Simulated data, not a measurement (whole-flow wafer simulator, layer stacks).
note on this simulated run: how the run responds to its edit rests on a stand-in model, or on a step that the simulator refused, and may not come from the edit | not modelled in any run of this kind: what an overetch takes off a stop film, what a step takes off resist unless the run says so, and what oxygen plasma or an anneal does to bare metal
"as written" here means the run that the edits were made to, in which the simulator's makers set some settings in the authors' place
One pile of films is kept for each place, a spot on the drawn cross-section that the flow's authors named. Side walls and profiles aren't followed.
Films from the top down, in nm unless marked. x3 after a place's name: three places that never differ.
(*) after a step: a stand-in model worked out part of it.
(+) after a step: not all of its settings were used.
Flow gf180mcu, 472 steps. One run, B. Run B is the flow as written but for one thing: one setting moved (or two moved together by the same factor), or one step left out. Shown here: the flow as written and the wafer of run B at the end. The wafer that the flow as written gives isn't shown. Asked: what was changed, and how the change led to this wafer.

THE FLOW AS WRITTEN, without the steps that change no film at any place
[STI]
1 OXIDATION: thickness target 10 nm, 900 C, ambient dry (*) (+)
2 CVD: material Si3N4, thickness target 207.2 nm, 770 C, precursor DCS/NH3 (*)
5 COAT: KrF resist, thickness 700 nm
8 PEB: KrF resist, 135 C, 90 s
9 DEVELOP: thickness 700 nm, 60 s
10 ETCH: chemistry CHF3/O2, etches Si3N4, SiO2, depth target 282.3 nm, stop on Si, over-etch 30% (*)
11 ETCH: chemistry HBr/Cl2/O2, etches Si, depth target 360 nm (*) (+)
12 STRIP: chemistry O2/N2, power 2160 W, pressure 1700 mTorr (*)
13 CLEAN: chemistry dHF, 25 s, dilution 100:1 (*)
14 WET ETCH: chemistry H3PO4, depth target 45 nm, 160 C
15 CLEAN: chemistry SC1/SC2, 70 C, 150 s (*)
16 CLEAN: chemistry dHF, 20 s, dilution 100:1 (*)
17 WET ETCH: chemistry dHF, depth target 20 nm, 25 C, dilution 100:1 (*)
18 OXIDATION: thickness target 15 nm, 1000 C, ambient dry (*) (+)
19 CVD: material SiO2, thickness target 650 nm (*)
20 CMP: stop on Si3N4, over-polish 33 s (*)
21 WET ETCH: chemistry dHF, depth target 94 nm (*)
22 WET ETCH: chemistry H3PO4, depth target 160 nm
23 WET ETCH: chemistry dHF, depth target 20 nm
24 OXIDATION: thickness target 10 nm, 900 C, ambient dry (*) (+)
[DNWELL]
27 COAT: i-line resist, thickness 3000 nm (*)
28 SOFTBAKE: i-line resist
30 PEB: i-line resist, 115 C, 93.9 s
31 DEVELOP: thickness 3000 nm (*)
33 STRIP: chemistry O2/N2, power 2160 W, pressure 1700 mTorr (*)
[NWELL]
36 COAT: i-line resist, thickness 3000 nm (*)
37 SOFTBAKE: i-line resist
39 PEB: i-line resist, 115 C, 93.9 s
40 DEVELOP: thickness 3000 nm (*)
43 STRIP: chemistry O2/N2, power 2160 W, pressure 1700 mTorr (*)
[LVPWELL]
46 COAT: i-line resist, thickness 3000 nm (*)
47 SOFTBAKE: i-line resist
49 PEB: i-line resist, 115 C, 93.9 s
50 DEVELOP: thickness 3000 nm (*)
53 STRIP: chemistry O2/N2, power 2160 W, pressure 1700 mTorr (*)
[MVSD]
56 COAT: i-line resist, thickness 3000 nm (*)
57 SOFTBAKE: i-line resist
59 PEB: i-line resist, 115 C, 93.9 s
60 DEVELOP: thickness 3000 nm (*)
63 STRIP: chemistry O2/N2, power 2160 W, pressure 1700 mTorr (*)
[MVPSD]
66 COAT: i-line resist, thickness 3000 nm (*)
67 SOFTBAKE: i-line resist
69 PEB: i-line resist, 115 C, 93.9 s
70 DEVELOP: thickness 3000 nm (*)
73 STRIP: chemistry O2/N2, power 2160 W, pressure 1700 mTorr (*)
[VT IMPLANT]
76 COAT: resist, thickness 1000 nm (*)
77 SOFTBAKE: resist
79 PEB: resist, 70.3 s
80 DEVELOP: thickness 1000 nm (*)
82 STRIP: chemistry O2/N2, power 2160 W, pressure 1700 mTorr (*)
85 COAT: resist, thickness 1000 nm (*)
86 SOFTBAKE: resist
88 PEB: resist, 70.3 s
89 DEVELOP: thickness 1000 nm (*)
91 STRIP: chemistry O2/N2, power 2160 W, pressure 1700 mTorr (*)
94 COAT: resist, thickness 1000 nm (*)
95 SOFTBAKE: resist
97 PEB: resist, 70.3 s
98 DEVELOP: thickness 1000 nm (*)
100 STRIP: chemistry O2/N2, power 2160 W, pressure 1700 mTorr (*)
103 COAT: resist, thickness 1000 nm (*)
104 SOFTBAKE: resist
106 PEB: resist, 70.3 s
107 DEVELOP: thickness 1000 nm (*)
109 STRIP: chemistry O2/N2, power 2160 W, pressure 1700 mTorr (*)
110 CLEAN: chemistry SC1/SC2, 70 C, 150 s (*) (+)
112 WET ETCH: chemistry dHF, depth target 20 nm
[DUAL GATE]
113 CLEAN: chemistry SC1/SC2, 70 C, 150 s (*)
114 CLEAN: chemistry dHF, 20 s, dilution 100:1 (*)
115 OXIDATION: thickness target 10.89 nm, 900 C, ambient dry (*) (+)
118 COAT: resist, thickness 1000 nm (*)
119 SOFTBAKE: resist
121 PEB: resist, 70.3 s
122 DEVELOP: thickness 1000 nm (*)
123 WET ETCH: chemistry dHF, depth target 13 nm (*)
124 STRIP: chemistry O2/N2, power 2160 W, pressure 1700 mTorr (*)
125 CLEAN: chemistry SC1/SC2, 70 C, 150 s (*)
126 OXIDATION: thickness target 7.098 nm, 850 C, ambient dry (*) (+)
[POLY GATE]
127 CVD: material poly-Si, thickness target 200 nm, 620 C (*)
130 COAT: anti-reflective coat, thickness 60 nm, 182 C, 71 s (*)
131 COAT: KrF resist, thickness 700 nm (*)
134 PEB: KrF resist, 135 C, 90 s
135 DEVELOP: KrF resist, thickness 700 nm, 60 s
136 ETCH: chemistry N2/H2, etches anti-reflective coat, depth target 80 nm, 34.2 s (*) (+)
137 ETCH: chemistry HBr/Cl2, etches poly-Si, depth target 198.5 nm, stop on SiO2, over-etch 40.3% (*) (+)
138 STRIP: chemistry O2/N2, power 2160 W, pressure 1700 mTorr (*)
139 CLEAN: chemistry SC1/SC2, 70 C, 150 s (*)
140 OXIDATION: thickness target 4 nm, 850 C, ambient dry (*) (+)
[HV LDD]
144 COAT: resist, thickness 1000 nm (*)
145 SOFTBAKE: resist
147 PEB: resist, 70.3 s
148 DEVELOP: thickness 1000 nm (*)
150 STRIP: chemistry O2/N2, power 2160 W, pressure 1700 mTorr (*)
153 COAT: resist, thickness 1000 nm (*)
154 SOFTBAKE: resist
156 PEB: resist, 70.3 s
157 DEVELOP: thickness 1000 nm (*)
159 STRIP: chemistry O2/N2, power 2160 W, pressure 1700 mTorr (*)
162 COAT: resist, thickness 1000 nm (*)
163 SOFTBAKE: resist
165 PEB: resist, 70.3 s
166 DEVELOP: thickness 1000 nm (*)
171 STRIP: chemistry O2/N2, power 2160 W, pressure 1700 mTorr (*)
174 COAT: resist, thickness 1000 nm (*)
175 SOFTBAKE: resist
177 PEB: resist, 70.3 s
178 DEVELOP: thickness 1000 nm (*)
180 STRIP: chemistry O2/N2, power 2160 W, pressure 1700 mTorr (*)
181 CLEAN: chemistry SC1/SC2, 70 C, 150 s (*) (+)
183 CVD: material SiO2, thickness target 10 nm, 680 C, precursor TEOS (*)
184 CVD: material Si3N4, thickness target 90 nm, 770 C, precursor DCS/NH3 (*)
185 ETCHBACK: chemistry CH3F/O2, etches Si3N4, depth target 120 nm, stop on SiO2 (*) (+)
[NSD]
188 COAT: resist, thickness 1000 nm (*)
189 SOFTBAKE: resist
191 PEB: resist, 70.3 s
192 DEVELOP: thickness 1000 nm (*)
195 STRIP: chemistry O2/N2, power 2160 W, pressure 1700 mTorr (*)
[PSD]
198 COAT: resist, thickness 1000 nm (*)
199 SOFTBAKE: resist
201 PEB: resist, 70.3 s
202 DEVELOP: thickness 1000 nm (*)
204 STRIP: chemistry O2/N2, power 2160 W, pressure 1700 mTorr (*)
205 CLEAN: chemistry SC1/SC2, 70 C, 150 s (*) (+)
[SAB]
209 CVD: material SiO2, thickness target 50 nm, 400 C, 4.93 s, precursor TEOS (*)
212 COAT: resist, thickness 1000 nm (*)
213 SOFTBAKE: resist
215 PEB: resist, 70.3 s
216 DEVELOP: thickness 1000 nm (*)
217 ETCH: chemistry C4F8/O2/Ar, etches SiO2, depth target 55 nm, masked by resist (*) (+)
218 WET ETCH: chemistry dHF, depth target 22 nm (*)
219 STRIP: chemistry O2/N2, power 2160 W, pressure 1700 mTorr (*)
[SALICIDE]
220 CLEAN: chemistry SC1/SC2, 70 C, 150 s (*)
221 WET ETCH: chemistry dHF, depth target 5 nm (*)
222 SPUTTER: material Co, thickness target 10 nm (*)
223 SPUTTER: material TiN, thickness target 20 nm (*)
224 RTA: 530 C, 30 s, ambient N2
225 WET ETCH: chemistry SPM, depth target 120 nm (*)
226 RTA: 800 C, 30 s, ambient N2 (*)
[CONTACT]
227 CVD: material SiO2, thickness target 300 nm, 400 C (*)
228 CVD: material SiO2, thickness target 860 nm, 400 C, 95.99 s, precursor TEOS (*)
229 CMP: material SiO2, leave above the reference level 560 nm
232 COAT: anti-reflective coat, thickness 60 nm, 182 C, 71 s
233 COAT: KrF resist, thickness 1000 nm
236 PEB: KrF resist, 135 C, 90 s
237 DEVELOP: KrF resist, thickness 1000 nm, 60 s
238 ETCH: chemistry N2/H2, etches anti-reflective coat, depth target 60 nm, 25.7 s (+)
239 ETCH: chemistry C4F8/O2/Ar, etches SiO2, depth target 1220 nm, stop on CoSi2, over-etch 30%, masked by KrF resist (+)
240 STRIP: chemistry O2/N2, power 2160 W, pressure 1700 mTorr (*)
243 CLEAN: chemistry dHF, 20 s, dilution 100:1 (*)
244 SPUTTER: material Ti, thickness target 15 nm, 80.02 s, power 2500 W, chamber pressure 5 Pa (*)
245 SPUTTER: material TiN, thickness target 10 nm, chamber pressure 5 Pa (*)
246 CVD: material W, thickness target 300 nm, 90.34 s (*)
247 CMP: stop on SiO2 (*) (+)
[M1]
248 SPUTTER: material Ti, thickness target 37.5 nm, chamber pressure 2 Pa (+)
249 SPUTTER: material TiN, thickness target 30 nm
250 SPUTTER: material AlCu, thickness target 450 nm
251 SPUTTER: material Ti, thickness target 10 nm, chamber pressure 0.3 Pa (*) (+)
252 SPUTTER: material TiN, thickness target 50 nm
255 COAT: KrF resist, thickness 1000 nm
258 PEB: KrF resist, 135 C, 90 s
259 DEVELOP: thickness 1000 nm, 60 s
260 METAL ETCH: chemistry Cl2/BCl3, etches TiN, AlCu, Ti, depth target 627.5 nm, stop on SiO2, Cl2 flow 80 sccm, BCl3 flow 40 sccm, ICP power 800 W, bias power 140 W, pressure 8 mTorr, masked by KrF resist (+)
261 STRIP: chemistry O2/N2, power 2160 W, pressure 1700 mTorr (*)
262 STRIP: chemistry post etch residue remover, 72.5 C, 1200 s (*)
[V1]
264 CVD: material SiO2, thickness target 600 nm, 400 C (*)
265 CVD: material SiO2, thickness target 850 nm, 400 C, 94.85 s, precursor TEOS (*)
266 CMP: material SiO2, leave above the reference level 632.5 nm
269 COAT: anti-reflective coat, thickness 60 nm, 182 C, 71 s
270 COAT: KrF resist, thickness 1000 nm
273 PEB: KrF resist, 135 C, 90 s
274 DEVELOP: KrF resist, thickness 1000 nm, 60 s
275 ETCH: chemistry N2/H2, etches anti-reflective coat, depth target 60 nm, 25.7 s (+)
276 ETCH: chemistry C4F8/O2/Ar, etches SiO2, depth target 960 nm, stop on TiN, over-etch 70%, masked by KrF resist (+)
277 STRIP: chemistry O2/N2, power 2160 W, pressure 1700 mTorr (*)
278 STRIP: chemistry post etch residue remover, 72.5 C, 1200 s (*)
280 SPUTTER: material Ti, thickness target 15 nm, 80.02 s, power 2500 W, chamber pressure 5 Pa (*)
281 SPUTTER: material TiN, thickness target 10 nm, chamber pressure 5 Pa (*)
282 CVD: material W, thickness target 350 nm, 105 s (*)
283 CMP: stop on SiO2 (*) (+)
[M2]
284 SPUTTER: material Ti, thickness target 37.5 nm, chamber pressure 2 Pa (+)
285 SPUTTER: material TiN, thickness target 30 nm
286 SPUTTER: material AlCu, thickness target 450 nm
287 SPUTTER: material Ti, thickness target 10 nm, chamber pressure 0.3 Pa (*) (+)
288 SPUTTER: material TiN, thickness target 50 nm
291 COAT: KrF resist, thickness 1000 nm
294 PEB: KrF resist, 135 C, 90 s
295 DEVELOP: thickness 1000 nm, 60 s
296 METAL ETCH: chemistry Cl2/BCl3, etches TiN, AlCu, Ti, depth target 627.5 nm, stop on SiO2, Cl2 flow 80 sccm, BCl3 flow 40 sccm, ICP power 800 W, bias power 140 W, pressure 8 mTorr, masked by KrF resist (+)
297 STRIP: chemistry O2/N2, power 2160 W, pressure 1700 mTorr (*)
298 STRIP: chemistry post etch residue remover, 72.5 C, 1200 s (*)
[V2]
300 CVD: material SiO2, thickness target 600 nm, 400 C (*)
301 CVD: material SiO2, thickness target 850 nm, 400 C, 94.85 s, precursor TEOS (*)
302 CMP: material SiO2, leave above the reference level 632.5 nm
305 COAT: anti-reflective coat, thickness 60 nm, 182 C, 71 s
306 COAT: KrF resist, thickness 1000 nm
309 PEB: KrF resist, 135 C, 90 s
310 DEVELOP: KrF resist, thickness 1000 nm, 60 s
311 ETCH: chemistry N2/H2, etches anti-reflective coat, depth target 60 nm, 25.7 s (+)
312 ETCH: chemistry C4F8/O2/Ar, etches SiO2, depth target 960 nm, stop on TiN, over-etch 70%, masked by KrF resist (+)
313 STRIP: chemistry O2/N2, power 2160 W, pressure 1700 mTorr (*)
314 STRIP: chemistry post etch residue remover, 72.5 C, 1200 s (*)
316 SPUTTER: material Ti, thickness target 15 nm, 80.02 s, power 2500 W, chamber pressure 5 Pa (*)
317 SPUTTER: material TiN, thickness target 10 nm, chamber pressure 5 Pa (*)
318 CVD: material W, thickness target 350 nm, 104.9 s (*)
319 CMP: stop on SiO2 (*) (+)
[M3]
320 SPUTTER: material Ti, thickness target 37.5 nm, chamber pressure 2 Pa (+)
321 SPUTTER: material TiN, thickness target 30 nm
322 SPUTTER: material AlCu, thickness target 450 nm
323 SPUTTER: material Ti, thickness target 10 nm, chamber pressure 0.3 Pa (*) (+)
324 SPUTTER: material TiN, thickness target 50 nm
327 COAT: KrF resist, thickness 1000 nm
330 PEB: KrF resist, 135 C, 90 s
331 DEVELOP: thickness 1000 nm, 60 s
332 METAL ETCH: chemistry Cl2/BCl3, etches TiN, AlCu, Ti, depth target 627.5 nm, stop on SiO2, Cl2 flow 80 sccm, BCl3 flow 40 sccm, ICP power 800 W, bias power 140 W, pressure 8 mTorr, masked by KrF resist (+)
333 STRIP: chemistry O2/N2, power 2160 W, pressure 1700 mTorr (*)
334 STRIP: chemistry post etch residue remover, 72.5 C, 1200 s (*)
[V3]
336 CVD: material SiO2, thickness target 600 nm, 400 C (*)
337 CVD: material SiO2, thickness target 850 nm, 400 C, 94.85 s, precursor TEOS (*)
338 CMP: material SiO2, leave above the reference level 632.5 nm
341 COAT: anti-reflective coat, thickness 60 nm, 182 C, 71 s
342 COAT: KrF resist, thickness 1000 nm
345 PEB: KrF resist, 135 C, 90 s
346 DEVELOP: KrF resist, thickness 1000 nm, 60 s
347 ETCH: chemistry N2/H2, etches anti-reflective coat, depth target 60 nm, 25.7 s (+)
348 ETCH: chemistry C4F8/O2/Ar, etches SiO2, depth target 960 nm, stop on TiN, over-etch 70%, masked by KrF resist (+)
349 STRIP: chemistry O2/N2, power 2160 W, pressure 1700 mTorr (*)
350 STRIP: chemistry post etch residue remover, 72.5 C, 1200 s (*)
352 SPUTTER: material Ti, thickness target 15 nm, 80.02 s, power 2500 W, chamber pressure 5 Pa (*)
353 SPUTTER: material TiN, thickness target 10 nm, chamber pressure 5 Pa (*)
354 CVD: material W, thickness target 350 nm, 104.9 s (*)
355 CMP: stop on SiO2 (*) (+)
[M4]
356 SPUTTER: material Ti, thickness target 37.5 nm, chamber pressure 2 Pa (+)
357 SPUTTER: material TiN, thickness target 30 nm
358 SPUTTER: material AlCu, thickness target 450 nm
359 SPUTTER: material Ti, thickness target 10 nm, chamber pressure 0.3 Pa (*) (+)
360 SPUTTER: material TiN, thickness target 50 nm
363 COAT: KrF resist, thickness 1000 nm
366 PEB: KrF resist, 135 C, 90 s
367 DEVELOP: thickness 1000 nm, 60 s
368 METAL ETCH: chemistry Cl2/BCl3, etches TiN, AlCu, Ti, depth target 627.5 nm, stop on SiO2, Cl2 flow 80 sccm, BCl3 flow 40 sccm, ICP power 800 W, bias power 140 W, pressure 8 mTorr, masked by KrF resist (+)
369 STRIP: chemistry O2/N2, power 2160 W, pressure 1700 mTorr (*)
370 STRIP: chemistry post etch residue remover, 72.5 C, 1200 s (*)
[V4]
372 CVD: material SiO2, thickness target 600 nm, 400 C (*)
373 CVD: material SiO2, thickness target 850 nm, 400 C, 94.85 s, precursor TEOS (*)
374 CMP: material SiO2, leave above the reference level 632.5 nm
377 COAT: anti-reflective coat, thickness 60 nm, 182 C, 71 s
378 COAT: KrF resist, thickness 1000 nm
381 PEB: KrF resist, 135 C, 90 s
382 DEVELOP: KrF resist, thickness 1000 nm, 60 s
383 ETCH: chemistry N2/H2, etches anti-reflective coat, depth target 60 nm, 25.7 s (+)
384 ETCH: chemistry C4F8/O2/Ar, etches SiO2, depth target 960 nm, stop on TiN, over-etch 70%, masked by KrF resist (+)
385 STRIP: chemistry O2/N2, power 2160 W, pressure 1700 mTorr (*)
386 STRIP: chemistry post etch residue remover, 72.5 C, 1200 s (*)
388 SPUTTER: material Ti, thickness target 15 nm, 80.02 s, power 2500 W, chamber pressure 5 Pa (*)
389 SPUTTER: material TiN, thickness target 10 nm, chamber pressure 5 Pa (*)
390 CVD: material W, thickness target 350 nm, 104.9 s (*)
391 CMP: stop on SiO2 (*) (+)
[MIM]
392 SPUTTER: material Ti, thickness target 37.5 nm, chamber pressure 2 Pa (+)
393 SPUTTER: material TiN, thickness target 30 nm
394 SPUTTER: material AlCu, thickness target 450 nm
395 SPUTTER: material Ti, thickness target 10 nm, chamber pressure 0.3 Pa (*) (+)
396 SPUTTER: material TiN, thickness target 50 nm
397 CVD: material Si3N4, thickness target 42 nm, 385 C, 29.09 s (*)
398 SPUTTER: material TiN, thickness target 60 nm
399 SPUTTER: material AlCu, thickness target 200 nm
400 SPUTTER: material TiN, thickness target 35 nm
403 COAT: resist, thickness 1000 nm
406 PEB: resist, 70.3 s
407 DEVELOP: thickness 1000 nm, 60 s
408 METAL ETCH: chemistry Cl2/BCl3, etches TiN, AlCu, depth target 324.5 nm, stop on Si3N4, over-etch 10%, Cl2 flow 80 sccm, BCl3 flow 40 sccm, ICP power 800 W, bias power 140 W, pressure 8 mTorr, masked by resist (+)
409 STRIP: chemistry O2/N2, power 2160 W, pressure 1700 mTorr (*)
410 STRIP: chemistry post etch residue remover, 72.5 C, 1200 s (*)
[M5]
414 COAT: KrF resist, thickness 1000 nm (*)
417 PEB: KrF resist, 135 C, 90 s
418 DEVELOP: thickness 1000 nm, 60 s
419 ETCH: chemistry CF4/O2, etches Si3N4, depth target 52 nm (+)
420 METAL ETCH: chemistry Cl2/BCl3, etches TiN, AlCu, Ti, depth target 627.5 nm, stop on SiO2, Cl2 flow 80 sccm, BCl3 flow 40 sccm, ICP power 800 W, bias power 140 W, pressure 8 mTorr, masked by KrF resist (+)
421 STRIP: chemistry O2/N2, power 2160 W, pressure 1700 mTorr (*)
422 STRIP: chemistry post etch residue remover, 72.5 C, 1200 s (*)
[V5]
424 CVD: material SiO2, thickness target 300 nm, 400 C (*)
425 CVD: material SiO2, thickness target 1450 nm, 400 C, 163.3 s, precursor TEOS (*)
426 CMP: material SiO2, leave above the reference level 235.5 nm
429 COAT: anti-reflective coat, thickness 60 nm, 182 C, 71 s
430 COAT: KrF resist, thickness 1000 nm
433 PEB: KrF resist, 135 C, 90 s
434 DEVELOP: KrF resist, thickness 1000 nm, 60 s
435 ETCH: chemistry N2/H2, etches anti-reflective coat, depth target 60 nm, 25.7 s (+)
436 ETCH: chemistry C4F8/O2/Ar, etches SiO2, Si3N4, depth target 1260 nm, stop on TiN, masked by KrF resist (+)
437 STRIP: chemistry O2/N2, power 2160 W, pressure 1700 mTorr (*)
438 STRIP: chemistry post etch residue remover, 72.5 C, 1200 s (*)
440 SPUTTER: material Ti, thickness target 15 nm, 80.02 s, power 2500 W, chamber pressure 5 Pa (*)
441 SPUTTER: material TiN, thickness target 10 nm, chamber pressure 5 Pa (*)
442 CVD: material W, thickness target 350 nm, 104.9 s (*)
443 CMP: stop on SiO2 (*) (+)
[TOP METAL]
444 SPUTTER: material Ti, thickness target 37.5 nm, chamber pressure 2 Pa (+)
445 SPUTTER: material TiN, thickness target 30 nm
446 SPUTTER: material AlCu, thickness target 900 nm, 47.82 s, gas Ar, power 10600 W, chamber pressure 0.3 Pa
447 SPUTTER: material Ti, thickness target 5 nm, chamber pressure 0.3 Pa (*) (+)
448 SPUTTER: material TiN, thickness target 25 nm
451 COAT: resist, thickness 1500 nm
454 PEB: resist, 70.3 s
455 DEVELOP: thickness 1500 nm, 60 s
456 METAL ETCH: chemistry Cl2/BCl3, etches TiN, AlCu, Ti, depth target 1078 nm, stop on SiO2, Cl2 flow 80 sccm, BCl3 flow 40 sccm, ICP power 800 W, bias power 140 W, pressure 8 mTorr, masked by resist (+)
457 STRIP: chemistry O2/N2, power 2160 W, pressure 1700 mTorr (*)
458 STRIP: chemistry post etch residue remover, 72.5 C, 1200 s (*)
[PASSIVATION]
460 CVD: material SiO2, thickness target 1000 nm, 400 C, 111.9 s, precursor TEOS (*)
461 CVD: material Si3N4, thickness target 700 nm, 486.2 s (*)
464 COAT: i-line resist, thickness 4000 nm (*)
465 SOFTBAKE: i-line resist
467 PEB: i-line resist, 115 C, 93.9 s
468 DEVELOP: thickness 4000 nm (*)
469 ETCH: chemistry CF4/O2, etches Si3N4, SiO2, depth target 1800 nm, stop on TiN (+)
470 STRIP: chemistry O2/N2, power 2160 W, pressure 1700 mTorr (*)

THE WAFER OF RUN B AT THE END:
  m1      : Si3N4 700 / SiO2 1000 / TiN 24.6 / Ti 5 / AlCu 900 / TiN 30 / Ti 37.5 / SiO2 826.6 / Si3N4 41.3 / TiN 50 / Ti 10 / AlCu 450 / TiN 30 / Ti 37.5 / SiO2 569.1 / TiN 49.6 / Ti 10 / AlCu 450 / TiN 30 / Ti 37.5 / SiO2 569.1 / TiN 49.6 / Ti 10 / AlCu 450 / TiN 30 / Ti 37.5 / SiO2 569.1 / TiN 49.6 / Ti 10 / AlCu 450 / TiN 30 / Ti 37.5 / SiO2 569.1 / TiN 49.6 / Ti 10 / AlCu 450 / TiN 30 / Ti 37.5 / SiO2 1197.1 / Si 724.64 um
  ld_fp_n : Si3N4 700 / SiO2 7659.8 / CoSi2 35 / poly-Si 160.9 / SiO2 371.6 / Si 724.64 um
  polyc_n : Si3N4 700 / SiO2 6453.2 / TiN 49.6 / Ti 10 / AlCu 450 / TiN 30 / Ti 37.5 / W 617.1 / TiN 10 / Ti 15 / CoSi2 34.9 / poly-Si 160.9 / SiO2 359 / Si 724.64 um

The cause: step 112, WET ETCH: depth target 28.5 nm was run, where the flow has depth target 20 nm.

How the change led to this, step by step:
  112 WET ETCH: chemistry dHF, depth target 20 nm
      field, field__w2, field__w3 and 36 more: SiO2 -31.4 (as written it would be: SiO2 -22)
      field_sub, mim_1p0, pad, dice_street, iso_fld_sub, ldn_fld, ldp_fld: SiO2 -31.3 (as written it would be: SiO2 -22)
  130 COAT: anti-reflective coat, thickness 60 nm, 182 C, 71 s (*)
      p_well, spacer, sd_n: anti-reflective coat +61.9 (new film) (as written it would be: anti-reflective coat +70.9 (new film))
      ldn_ch, ldp_ch: anti-reflective coat +63.5 (new film) (as written it would be: anti-reflective coat +66.7 (new film))
      (and at 69 more places)
  136 ETCH: chemistry N2/H2, etches anti-reflective coat, depth target 80 nm, 34.2 s (*) (+)
      p_well, spacer, sd_n: anti-reflective coat -61.9 (all of it), poly-Si -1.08 (as written it would be: anti-reflective coat -70.9 (all of it), poly-Si -0.85)
      ldn_dft, ldp_dft: anti-reflective coat -53.5 (all of it), poly-Si -1.29 (as written it would be: anti-reflective coat -48.7 (all of it), poly-Si -1.42)
      (and at 48 more places)
  138 STRIP: chemistry O2/N2, power 2160 W, pressure 1700 mTorr (*)
      gate: chemical SiO2 +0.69 (new film), KrF resist -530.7 (all of it), anti-reflective coat -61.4 (all of it), poly-Si -0.3 (as written it would be: chemical SiO2 +0.68 (new film), KrF resist -531.7 (all of it), anti-reflective coat -65.5 (all of it), poly-Si -0.3)
      gate_hv: chemical SiO2 +0.69 (new film), KrF resist -526.1 (all of it), anti-reflective coat -59.6 (all of it), poly-Si -0.3 (as written it would be: chemical SiO2 +0.68 (new film), KrF resist -528.4 (all of it), anti-reflective coat -61 (all of it), poly-Si -0.3)
      (and at 19 more places)
  145 SOFTBAKE: resist
      field: resist +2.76 (as written it would be: resist -0.3)
      nw_enc_fld_lv__w3: resist -0.9 (as written it would be: resist +2.63)
      (and at 1 more place)
  154 SOFTBAKE: resist
      field: resist +2.76 (as written it would be: resist -0.3)
      nw_enc_fld_lv__w3: resist -0.9 (as written it would be: resist +2.63)
      (and at 1 more place)
  163 SOFTBAKE: resist
      field: resist +2.76 (as written it would be: resist -0.3)
      nw_enc_fld_lv__w3: resist -0.9 (as written it would be: resist +2.63)
      (and at 1 more place)
  175 SOFTBAKE: resist
      field: resist +2.76 (as written it would be: resist -0.3)
      nw_enc_fld_lv__w3: resist -0.9 (as written it would be: resist +2.63)
      (and at 1 more place)
  189 SOFTBAKE: resist
      active_hv: resist -0.61 (as written it would be: resist +2.68)
      nw_enc_fld_lv__w3: resist -1.7 (as written it would be: resist +2.11)
      (and at 1 more place)
  199 SOFTBAKE: resist
      active_hv: resist -0.61 (as written it would be: resist +2.68)
      nw_enc_fld_lv__w3: resist -1.7 (as written it would be: resist +2.11)
      (and at 1 more place)
  213 SOFTBAKE: resist
      nw_enc_fld_lv__w3: resist -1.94 (as written it would be: resist +1.83)
      gate_p_hv: resist -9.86 (as written it would be: resist -9.34)
  218 WET ETCH: chemistry dHF, depth target 22 nm (*)
      sd_p_hv: SiO2 -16 (all of it) (as written it would be: SiO2 -15.2 (all of it))
  223 SPUTTER: material TiN, thickness target 20 nm (*)
      field__w12: TiN +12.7 (new film) (as written it would be: TiN +12 (new film))
  225 WET ETCH: chemistry SPM, depth target 120 nm (*)
      field__w12: TiN -12.7 (all of it), Co -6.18 (all of it) (as written it would be: TiN -12 (all of it), Co -6.15 (all of it))
  229 CMP: material SiO2, leave above the reference level 560 nm
      ldn_sep__w1, ldn_sep__w2, ldn_dft and 8 more: SiO2 -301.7 (as written it would be: SiO2 -311)
      sti, mim_1p0, pad, dice_street, iso_nw_fld, iso_fld_sub: SiO2 -287.5 (as written it would be: SiO2 -296.8)
      (and at 38 more places)
